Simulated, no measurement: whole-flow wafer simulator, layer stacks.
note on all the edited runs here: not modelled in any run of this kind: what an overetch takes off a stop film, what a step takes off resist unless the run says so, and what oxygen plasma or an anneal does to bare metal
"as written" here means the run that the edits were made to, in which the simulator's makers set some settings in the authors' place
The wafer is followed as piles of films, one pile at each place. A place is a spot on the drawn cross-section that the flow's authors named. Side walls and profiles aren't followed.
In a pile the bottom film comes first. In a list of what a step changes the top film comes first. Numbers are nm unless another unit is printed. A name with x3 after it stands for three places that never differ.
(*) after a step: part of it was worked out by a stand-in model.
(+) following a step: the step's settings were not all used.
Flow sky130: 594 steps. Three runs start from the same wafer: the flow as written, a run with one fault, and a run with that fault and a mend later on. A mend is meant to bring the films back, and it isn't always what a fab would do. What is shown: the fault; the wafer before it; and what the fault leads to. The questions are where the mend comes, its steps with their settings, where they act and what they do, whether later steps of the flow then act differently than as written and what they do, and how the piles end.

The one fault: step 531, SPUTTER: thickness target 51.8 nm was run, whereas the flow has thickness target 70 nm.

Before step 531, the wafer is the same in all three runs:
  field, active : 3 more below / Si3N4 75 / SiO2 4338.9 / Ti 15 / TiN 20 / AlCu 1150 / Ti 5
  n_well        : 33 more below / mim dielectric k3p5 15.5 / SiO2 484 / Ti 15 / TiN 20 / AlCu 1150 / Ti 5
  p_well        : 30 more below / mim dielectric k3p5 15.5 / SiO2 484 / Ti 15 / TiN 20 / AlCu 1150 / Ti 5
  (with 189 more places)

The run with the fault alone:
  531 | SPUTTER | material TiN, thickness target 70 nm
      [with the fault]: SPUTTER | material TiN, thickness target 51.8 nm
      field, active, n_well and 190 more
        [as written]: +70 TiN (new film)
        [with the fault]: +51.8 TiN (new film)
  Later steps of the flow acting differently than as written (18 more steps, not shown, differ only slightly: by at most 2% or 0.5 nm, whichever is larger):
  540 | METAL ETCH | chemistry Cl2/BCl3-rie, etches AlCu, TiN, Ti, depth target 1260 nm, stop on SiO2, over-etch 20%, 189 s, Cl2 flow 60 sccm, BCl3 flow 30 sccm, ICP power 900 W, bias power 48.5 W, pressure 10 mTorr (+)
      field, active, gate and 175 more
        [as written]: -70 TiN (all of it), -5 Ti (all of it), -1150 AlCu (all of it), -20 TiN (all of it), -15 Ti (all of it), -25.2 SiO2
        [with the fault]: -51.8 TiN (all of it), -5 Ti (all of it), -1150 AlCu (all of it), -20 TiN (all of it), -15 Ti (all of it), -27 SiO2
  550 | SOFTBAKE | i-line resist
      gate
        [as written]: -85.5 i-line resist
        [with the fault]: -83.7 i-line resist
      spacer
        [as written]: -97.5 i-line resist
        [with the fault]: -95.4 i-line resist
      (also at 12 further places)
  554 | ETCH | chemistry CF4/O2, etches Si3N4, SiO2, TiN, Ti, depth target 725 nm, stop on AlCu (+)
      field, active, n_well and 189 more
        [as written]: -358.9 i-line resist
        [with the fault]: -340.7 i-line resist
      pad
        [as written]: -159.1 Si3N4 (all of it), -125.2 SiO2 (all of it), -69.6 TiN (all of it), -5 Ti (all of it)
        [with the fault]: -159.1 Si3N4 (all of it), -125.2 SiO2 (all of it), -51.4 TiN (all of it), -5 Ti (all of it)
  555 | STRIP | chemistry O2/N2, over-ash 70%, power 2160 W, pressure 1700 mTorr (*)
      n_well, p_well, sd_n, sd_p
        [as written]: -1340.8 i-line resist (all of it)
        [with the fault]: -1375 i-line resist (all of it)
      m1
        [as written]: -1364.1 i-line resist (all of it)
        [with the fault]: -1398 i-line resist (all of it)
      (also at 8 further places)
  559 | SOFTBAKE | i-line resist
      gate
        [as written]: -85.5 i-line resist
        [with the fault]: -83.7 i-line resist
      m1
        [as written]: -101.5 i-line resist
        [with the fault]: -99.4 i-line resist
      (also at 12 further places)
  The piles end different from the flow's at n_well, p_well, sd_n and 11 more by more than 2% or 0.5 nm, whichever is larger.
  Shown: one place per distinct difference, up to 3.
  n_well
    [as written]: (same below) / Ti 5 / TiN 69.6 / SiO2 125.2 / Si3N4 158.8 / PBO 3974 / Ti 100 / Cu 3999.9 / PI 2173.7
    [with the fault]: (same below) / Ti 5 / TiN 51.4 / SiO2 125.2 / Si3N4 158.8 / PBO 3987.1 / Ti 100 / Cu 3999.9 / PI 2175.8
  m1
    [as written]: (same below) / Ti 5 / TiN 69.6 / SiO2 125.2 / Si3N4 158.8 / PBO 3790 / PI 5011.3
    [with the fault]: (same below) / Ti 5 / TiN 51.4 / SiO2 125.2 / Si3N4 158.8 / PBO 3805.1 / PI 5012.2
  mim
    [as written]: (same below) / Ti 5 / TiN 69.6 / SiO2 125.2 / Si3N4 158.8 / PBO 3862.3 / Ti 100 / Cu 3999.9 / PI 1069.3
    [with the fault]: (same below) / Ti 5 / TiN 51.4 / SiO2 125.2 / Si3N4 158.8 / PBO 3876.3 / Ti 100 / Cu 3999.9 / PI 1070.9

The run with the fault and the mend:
  After step 531 comes the mend.
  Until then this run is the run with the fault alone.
  531a | SPUTTER | material TiN, thickness target 18.2 nm (the flow's step 531 again, with other settings)
      field, active, n_well and 190 more
        +18.2 TiN
  Every later step of the flow that is run acts as written at every place that is followed.
  At every place that both follow, the piles at the end match the flow's.
